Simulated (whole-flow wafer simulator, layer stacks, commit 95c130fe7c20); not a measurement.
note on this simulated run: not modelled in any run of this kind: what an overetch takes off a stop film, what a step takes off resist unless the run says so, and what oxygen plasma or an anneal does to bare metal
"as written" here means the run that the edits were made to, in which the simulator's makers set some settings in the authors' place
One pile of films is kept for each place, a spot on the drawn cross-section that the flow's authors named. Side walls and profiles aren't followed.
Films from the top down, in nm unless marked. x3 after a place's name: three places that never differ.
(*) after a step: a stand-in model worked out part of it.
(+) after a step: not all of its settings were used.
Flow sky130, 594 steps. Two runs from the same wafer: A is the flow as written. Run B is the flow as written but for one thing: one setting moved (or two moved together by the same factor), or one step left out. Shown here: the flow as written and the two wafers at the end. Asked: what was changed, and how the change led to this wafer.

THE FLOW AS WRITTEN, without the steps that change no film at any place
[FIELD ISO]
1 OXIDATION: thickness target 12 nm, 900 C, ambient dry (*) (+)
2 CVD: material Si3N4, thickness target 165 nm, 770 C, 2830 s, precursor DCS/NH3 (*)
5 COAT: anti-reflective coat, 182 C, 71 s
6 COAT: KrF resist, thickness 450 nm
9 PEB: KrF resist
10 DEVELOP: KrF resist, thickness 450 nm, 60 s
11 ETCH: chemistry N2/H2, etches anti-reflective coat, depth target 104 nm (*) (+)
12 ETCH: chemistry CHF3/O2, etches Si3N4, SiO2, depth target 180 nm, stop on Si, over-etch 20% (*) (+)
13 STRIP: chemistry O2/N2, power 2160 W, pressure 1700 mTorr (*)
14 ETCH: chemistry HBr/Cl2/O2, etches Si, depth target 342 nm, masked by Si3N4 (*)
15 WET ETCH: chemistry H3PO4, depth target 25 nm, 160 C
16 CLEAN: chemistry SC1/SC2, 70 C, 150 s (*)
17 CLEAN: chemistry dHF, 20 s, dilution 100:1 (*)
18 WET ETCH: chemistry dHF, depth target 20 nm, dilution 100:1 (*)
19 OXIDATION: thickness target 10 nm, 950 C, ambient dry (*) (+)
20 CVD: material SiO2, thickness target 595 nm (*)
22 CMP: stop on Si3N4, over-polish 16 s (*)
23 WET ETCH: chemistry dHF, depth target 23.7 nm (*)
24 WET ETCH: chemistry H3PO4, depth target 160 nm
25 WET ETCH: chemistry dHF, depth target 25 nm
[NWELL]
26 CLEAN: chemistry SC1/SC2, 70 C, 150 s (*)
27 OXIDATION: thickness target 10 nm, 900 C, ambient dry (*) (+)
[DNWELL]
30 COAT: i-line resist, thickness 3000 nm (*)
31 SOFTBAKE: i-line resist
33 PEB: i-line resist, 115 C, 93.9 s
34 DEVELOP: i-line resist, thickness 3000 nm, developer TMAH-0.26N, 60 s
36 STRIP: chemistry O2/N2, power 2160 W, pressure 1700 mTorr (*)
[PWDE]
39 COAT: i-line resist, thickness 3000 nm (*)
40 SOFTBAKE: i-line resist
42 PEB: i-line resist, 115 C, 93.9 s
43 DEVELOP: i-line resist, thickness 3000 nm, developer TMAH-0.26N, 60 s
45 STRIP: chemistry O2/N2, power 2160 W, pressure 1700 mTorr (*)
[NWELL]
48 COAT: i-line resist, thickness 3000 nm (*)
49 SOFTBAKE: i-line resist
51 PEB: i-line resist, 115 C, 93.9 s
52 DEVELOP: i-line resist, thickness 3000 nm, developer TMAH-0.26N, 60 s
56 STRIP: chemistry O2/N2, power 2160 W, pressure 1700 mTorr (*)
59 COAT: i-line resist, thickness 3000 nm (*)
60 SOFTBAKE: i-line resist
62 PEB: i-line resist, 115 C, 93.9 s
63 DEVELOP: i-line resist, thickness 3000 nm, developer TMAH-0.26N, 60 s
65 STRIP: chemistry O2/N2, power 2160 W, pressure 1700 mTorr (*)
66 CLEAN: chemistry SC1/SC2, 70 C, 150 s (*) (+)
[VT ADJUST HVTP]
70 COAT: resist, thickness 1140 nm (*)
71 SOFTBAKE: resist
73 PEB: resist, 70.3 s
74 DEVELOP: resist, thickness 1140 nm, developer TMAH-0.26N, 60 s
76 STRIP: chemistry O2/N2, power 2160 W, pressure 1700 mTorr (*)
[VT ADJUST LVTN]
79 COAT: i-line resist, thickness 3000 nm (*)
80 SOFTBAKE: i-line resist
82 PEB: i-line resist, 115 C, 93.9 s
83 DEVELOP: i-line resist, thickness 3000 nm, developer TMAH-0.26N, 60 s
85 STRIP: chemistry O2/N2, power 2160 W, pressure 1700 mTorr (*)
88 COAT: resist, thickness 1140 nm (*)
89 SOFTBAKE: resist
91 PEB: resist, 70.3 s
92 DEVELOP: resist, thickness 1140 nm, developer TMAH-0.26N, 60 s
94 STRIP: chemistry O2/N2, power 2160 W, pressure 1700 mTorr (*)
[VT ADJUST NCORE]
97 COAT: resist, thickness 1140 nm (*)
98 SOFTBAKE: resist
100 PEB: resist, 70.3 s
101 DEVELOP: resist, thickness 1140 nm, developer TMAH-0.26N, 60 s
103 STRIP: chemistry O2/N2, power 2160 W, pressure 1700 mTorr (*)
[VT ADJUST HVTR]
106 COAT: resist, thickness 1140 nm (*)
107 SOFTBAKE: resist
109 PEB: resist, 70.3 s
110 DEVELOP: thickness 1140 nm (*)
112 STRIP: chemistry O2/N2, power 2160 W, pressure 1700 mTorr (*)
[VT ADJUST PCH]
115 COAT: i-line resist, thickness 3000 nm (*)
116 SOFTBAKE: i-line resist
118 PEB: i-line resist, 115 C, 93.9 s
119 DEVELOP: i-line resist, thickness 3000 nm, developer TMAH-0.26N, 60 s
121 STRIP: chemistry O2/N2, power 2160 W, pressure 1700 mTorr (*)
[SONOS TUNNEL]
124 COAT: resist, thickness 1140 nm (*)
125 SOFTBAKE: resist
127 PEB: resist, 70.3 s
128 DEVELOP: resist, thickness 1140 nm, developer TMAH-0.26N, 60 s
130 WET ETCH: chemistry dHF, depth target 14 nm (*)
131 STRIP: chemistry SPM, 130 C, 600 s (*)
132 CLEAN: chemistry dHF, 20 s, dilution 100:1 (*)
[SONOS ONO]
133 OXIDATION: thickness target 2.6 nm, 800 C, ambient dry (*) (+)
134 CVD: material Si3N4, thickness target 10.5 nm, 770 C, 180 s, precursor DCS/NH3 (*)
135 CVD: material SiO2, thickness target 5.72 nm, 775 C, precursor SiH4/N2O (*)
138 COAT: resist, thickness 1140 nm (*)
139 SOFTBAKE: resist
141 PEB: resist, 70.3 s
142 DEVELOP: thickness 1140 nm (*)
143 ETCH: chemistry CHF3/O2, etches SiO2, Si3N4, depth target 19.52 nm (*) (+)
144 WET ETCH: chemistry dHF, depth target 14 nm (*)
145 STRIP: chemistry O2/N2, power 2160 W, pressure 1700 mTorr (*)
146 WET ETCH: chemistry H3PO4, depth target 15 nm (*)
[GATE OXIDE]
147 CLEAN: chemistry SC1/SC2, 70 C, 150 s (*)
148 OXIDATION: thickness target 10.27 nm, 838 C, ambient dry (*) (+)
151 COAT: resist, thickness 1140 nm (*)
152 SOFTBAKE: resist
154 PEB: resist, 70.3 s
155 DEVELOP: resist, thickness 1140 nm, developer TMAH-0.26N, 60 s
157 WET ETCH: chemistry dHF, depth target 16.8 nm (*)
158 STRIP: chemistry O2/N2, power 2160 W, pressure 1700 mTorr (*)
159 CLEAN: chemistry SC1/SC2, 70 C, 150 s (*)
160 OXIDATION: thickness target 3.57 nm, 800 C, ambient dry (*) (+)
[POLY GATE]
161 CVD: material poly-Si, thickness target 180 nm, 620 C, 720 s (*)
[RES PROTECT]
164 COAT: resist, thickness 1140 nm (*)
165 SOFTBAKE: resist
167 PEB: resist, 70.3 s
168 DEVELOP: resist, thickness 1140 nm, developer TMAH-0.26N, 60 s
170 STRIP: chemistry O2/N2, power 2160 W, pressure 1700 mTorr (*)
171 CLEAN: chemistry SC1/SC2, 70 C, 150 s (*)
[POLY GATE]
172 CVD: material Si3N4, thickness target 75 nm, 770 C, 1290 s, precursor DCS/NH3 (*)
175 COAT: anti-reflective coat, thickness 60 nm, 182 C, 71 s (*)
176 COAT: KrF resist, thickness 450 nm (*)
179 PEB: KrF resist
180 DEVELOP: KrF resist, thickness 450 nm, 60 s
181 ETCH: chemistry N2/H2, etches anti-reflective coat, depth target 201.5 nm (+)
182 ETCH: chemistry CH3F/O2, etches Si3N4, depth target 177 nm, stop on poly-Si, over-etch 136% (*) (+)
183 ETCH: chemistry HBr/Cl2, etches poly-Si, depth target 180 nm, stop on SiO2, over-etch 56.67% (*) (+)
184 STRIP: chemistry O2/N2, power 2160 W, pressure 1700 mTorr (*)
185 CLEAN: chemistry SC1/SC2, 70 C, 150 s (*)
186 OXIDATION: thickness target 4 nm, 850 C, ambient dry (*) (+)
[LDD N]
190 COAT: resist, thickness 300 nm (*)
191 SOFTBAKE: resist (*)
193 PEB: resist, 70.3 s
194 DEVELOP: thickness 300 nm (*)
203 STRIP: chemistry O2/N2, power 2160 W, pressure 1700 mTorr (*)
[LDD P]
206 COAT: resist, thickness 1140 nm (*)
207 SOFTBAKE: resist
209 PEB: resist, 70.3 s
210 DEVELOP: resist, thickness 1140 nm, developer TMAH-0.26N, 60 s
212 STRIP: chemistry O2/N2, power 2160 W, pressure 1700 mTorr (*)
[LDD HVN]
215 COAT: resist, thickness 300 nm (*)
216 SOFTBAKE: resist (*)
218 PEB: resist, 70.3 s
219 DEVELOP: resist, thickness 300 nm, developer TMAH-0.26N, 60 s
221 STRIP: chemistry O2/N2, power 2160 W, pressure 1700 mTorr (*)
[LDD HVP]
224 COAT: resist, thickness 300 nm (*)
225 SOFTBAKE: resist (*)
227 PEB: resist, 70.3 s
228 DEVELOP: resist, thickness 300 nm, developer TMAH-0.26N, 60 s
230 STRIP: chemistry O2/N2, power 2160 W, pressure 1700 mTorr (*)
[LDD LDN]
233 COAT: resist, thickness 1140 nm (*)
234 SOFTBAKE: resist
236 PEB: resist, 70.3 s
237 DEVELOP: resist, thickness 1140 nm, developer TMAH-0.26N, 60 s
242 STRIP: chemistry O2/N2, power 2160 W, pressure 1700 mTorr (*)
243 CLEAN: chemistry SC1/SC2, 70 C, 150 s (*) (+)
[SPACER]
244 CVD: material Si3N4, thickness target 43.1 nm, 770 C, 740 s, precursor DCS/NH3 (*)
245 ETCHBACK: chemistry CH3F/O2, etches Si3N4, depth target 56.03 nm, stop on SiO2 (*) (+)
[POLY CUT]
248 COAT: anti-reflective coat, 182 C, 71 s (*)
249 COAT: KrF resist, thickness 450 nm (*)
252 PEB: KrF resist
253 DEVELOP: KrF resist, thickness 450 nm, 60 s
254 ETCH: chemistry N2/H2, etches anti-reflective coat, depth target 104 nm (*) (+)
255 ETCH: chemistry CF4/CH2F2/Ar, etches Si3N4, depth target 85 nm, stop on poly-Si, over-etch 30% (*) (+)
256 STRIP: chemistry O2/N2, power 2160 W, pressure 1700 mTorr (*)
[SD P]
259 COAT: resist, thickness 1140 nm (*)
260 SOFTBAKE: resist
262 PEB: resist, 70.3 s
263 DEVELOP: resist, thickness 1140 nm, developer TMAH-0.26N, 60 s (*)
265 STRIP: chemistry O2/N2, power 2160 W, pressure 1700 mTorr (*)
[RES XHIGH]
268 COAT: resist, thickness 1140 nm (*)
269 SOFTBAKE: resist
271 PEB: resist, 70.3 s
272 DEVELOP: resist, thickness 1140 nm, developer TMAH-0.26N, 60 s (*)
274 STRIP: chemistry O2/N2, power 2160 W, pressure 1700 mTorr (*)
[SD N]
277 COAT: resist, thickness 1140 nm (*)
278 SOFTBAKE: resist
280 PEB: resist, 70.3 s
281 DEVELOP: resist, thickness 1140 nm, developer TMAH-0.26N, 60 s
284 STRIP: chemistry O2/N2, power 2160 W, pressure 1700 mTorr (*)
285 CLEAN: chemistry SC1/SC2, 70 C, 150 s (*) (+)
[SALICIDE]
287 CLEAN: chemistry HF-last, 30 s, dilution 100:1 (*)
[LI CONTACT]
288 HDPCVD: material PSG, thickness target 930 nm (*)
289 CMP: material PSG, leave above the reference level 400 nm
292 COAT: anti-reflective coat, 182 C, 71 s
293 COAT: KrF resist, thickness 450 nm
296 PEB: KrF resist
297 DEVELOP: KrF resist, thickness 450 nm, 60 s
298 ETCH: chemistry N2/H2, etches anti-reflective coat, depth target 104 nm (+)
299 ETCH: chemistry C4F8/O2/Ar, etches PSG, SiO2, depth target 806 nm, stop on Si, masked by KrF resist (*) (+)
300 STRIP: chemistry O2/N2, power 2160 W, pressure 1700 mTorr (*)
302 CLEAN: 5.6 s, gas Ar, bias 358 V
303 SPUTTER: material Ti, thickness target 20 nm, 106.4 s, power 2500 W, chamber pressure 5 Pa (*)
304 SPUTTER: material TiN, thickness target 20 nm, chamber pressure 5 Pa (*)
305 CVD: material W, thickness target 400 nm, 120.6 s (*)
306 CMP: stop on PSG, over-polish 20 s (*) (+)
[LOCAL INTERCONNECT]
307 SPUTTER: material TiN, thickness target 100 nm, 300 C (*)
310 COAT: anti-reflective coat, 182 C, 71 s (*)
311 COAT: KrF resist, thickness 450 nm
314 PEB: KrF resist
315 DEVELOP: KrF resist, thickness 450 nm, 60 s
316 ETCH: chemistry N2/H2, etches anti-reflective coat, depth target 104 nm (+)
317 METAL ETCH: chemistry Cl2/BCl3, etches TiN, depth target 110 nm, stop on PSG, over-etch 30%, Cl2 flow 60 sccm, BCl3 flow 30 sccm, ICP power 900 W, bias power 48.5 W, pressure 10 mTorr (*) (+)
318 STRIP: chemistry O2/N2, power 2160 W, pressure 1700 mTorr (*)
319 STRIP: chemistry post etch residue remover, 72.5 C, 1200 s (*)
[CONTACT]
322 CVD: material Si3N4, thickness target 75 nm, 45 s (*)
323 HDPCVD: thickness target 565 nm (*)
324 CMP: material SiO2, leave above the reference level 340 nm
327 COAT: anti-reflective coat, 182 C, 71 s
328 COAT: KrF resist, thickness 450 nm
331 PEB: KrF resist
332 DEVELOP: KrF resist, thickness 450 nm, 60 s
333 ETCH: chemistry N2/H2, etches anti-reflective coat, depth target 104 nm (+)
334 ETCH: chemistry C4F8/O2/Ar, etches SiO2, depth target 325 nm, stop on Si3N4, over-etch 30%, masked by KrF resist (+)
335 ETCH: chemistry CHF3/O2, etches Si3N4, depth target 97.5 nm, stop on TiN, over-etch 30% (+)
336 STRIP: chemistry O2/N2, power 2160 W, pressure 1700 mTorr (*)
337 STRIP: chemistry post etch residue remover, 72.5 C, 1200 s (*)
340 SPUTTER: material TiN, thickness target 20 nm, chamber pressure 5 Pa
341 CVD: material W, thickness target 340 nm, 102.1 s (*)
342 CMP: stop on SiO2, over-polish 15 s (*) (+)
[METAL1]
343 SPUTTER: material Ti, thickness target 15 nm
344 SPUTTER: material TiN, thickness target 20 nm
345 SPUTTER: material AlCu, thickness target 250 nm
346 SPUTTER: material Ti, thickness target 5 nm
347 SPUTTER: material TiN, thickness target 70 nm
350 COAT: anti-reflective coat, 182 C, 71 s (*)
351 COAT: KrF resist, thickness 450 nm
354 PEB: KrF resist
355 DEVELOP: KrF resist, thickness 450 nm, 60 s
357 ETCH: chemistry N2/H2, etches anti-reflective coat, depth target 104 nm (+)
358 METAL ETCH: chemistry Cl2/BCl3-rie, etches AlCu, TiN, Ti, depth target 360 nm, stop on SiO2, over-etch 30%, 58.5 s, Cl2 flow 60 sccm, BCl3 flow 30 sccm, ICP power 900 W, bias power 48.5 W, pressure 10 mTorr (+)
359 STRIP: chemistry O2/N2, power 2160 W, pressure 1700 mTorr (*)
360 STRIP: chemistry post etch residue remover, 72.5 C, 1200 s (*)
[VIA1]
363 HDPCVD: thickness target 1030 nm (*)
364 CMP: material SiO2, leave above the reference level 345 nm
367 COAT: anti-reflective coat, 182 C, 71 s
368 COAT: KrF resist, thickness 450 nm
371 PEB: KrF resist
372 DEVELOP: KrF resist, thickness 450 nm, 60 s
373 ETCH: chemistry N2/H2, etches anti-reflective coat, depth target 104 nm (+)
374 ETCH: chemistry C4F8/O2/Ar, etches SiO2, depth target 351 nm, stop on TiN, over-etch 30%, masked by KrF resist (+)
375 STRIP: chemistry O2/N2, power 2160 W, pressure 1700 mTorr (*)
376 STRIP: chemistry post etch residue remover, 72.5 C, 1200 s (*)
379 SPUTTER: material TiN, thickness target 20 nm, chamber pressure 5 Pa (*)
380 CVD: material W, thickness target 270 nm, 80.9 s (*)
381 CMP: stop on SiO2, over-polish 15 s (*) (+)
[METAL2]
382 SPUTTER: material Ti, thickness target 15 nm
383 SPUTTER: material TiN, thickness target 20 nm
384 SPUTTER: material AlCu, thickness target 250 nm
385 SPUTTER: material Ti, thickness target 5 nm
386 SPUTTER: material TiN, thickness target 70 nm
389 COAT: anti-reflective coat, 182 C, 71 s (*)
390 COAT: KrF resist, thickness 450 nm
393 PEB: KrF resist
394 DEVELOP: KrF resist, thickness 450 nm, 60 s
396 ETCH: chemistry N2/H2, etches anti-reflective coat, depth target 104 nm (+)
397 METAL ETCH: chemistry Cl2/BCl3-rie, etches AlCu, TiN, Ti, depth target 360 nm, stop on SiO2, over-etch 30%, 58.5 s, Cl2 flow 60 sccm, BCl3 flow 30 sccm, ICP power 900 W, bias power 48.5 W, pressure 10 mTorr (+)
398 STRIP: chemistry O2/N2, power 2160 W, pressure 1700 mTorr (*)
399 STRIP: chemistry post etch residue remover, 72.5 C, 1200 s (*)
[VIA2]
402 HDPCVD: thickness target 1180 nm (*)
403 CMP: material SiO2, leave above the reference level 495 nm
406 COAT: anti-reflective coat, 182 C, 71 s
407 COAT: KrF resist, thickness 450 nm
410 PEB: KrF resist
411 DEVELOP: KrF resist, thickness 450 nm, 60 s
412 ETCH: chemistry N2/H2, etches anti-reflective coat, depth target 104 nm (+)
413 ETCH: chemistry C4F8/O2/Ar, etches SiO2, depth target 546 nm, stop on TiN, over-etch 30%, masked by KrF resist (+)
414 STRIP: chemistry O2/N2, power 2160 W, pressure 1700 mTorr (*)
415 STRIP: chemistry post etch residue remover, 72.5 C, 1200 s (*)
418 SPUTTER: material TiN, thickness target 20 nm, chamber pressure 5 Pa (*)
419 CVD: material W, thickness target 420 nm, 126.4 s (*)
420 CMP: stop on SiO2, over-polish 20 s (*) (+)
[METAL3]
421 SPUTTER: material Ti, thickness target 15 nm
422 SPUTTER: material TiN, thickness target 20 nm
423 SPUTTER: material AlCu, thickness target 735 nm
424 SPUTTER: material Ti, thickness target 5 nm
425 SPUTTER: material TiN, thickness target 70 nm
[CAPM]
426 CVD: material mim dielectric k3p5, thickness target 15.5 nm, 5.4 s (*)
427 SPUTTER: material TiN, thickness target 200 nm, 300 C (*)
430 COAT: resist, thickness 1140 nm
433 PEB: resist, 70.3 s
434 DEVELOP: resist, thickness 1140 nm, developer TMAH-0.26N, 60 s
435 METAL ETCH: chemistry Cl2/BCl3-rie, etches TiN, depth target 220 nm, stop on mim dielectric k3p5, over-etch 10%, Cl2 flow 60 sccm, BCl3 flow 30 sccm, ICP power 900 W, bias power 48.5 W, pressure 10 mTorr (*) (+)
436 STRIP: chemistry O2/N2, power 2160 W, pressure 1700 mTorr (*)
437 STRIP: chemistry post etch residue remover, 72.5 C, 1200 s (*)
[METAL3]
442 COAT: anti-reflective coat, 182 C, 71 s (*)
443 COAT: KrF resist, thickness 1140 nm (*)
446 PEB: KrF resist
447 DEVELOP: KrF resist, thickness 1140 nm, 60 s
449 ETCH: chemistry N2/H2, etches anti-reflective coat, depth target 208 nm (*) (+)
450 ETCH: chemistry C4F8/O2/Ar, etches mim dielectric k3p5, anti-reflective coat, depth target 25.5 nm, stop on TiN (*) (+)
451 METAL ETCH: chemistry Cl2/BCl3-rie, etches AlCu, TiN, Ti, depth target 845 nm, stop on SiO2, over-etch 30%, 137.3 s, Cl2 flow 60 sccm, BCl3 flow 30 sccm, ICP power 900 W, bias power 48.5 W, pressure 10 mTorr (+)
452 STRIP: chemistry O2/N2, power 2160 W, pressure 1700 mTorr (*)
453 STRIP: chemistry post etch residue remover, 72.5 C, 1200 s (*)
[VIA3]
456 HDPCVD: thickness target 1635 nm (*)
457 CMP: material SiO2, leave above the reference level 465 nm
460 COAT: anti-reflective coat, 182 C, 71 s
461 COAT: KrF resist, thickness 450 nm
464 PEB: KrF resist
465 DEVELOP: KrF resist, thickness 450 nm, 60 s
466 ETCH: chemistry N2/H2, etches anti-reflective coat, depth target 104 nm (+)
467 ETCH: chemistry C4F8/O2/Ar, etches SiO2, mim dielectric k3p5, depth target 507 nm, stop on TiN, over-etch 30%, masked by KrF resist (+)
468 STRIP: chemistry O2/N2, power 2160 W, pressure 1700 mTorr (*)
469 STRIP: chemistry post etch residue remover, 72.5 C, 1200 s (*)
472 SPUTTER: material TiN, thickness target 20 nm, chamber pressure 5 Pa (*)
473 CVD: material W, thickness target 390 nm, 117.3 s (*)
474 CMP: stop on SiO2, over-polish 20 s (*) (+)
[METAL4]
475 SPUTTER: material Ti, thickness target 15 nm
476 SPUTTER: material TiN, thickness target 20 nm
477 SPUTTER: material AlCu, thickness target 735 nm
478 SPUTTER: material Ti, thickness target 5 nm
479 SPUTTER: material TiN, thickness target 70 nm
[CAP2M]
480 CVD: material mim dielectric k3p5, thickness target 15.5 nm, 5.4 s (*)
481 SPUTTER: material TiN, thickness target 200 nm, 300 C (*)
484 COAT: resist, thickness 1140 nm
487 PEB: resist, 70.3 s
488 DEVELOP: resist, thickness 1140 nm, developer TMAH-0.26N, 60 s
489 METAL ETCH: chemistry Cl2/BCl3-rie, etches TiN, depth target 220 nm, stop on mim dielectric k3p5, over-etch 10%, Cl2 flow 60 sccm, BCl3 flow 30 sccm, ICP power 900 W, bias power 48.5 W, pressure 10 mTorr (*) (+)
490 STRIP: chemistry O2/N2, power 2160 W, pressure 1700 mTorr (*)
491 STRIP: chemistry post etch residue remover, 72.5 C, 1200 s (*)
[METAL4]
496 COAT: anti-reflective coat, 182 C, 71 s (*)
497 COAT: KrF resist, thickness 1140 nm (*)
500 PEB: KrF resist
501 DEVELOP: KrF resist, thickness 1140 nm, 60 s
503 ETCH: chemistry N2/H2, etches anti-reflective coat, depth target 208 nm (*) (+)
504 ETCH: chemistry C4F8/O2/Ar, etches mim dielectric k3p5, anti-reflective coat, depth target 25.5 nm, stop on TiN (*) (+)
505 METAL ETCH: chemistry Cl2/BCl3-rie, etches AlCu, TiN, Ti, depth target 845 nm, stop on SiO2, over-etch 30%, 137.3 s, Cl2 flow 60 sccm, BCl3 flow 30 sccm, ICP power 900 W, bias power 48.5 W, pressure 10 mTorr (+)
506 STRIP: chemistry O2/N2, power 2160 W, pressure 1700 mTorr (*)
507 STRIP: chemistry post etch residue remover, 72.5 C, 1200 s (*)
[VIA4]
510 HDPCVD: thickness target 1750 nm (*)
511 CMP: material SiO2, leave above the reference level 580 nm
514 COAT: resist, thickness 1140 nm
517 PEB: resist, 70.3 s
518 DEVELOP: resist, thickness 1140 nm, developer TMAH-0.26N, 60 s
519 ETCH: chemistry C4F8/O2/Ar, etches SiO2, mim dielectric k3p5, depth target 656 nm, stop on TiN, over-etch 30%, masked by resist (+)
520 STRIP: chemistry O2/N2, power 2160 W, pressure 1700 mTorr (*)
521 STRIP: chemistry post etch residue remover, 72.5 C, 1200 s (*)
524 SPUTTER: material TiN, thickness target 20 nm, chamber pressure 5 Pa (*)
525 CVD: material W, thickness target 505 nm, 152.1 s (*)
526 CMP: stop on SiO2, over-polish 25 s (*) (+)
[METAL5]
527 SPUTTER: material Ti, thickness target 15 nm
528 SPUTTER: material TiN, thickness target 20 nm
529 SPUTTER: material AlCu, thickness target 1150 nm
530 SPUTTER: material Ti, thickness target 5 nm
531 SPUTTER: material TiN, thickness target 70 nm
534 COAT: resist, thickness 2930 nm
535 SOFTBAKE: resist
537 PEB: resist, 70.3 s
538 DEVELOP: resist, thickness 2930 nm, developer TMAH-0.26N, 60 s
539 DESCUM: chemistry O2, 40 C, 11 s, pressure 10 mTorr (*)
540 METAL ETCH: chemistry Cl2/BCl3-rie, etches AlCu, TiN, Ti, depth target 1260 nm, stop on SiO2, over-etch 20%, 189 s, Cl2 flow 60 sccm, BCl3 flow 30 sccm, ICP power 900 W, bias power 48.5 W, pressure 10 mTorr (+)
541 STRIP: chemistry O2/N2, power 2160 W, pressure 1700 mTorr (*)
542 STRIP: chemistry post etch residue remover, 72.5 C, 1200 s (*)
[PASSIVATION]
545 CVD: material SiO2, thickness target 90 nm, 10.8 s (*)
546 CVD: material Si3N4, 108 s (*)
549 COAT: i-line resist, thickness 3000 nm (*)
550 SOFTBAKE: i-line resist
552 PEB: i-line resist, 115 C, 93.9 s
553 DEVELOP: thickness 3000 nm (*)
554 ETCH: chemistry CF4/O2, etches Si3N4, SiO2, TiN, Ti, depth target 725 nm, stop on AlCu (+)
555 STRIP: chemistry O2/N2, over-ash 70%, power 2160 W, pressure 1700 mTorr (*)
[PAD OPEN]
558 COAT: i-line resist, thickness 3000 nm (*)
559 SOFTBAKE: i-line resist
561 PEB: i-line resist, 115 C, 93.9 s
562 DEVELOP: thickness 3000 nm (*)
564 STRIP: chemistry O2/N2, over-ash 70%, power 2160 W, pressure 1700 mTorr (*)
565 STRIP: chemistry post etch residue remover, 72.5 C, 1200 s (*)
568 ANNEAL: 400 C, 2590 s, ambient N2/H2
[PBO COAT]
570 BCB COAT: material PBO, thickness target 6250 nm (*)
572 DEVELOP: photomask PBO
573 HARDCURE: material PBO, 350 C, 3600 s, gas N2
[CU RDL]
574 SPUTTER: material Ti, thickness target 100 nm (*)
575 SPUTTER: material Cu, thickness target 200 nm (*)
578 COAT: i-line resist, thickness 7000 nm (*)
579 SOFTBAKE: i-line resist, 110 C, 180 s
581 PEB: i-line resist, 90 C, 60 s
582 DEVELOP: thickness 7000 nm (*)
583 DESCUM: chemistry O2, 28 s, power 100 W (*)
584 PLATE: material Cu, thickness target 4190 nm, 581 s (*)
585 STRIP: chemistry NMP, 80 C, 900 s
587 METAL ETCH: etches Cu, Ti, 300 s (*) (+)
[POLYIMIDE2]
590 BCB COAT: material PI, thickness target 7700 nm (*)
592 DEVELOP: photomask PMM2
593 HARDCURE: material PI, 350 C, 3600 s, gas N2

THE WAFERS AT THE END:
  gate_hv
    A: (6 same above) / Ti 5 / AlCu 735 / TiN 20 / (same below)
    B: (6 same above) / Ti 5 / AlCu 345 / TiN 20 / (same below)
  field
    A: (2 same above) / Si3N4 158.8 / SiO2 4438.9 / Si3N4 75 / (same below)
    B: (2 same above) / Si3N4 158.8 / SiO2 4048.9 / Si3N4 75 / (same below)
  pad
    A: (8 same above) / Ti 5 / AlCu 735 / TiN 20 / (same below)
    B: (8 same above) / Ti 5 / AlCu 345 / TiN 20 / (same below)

The cause: step 477, SPUTTER: thickness target 345 nm was run, where the flow has thickness target 735 nm.
It can be read off the wafer: gate_hv has AlCu 345, and step 477 as written asks for 735 nm.

How the change led to this, step by step:
  477 SPUTTER: material AlCu, thickness target 735 nm
      field, active, n_well and 189 more: A AlCu +735 (new film) | B AlCu +345 (new film)
  505 METAL ETCH: chemistry Cl2/BCl3-rie, etches AlCu, TiN, Ti, depth target 845 nm, stop on SiO2, over-etch 30%, 137.3 s, Cl2 flow 60 sccm, BCl3 flow 30 sccm, ICP power 900 W, bias power 48.5 W, pressure 10 mTorr (+)
      field, gate, spacer and 68 more: A TiN -70 (all of it), Ti -5 (all of it), AlCu -735 (all of it), TiN -20 (all of it), Ti -15 (all of it), SiO2 -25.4 | B TiN -70 (all of it), Ti -5 (all of it), AlCu -345 (all of it), TiN -20 (all of it), Ti -15 (all of it), SiO2 -64.4
      active, vpp_iso1, m1_ln and 13 more: A TiN -70 (all of it), Ti -5 (all of it), AlCu -735 (all of it), TiN -20 (all of it), Ti -15 (all of it), SiO2 -25.3 | B TiN -70 (all of it), Ti -5 (all of it), AlCu -345 (all of it), TiN -20 (all of it), Ti -15 (all of it), SiO2 -64.3
      (and at 1 more place)
  511 CMP: material SiO2, leave above the reference level 580 nm
      field, active, gate and 77 more: A SiO2 -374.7 | B SiO2 -725.7
      iso_guard__w1, mim_edge_gap, vpp_m3ln, rpm_encl, via2_enc, rpm_encl_psd, iso_guard_nsd_tip: A SiO2 -374.6 | B SiO2 -725.6
      (and at 1 more place)
